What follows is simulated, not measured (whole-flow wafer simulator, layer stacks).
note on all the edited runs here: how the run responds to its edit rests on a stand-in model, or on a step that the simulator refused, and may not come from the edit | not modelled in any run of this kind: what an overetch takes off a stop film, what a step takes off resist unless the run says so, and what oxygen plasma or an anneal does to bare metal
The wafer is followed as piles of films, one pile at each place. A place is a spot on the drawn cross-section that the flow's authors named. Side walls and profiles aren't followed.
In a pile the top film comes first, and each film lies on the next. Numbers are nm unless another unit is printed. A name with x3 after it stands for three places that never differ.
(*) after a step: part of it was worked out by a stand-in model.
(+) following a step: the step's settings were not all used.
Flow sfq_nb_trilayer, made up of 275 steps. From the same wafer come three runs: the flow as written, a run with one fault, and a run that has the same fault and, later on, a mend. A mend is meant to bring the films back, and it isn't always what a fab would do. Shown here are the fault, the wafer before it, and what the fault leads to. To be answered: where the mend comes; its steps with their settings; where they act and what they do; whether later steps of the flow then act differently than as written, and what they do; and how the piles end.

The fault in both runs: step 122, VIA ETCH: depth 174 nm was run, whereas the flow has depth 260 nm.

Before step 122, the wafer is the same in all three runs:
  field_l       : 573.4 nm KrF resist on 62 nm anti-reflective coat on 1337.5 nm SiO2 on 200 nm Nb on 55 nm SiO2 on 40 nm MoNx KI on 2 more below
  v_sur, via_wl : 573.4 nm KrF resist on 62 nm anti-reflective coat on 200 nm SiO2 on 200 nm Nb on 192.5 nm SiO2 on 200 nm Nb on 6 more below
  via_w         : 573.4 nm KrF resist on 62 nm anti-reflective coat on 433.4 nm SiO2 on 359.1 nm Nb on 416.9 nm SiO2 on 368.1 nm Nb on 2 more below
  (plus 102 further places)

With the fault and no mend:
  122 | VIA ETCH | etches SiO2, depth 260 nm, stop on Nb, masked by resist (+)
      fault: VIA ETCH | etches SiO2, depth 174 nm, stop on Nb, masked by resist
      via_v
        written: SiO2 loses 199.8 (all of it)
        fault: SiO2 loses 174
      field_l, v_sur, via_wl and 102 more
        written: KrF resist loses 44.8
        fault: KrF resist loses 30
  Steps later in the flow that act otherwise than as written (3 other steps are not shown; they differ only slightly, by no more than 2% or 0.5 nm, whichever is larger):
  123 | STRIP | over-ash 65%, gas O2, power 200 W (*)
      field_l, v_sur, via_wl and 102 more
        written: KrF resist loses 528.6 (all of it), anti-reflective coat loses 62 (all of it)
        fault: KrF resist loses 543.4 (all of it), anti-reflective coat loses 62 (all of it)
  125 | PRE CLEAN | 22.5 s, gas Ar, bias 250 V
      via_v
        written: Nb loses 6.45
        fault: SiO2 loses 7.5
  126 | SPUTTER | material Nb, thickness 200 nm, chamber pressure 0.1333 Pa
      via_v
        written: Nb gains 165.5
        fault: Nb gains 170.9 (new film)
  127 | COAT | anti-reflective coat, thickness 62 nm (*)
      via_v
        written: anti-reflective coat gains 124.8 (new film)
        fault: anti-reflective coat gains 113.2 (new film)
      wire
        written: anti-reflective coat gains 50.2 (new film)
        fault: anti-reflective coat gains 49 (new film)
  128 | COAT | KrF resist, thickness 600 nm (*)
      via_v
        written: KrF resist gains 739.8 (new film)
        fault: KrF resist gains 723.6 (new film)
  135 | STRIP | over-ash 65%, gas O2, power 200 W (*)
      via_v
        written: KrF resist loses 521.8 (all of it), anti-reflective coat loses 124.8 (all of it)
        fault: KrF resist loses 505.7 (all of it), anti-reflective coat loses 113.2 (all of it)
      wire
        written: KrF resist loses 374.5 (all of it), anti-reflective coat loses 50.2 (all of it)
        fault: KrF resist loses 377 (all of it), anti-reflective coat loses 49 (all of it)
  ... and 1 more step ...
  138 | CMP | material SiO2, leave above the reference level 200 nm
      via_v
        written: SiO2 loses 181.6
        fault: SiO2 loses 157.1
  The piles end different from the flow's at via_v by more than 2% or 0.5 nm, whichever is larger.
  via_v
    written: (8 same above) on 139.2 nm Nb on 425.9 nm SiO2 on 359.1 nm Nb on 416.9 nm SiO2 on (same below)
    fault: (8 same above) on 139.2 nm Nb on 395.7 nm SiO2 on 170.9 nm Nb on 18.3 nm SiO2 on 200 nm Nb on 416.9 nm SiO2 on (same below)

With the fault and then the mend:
  The mend stands after step 123.
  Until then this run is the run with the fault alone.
  123a | COAT | anti-reflective coat, thickness 62 nm (*) (the flow's step 115, run once more)
      p4_fl x3, p4_w1 x9, p4_g1 x2 and 63 more
        anti-reflective coat gains 62 (new film)
      r_end, moat, field_r and 7 more
        anti-reflective coat gains 61.8 (new film)
      ce_l, c5j, ce_r, sp_r
        anti-reflective coat gains 61.6 (new film)
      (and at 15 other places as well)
  123b | COAT | KrF resist, thickness 650 nm (*) (the flow's step 116, run once more)
      p4_fl x3, p4_w1 x9, p4_g1 x2 and 63 more
        KrF resist gains 650 (new film)
      field_r, lsp_l, ln_m5, lsp_m, ln_m6, lsp_r, l0_sur, l0v
        KrF resist gains 649.6 (new film)
      r_sur, res
        KrF resist gains 649.4 (new film)
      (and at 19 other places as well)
  123c | SOFTBAKE | KrF resist (the flow's step 117, run once more)
      alters no film at any place that is followed
  123d | EXPOSE | photomask I3, dose 11.91 mJ/cm2, NA 0.6, wavelength 248 nm (*) (the flow's step 118, run once more)
      alters no film at any place that is followed
  123e | PEB | KrF resist, 90 s (the flow's step 119, run once more)
      ce_r, sp_r, be_r and 89 more
        KrF resist loses 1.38
      field_l, v_sur, via_wl and 8 more
        KrF resist loses 1.37
      via_wr, be
        KrF resist loses 1.36
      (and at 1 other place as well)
  123f | DEVELOP | KrF resist, thickness 650 nm, 60 s (the flow's step 120, run once more)
      field_l, v_sur, via_wl and 102 more
        KrF resist loses 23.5
      via_v
        KrF resist loses 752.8 (all of it)
  123g | VIA ETCH | etches anti-reflective coat, depth 125 nm, masked by resist (+) (the flow's step 121, run once more)
      field_l, v_sur, via_wl and 102 more
        KrF resist loses 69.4
      via_v
        anti-reflective coat loses 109 (all of it)
  123h | VIA ETCH | etches SiO2, depth 86 nm, stop on Nb, masked by resist (+) (the flow's step 122, run once more with other settings)
      field_l, v_sur, via_wl and 102 more
        KrF resist loses 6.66
      via_v
        SiO2 loses 25.8 (all of it)
  123i | STRIP | over-ash 65%, gas O2, power 200 W (*) (the flow's step 123, run once more)
      p4_fl x3, p4_w1 x9, p4_g1 x2 and 63 more
        KrF resist loses 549 (all of it), anti-reflective coat loses 62 (all of it)
      lsp_l, ln_m5, lsp_m, ln_m6, lsp_r, l0_sur, l0v
        KrF resist loses 548.6 (all of it), anti-reflective coat loses 61.8 (all of it)
      r_end, moat, field_r
        KrF resist loses 548.5 (all of it), anti-reflective coat loses 61.8 (all of it)
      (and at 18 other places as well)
  None of the later steps of the flow acts differently than as written at any place that is followed.
  At every place that both follow, the piles at the end match the flow's.
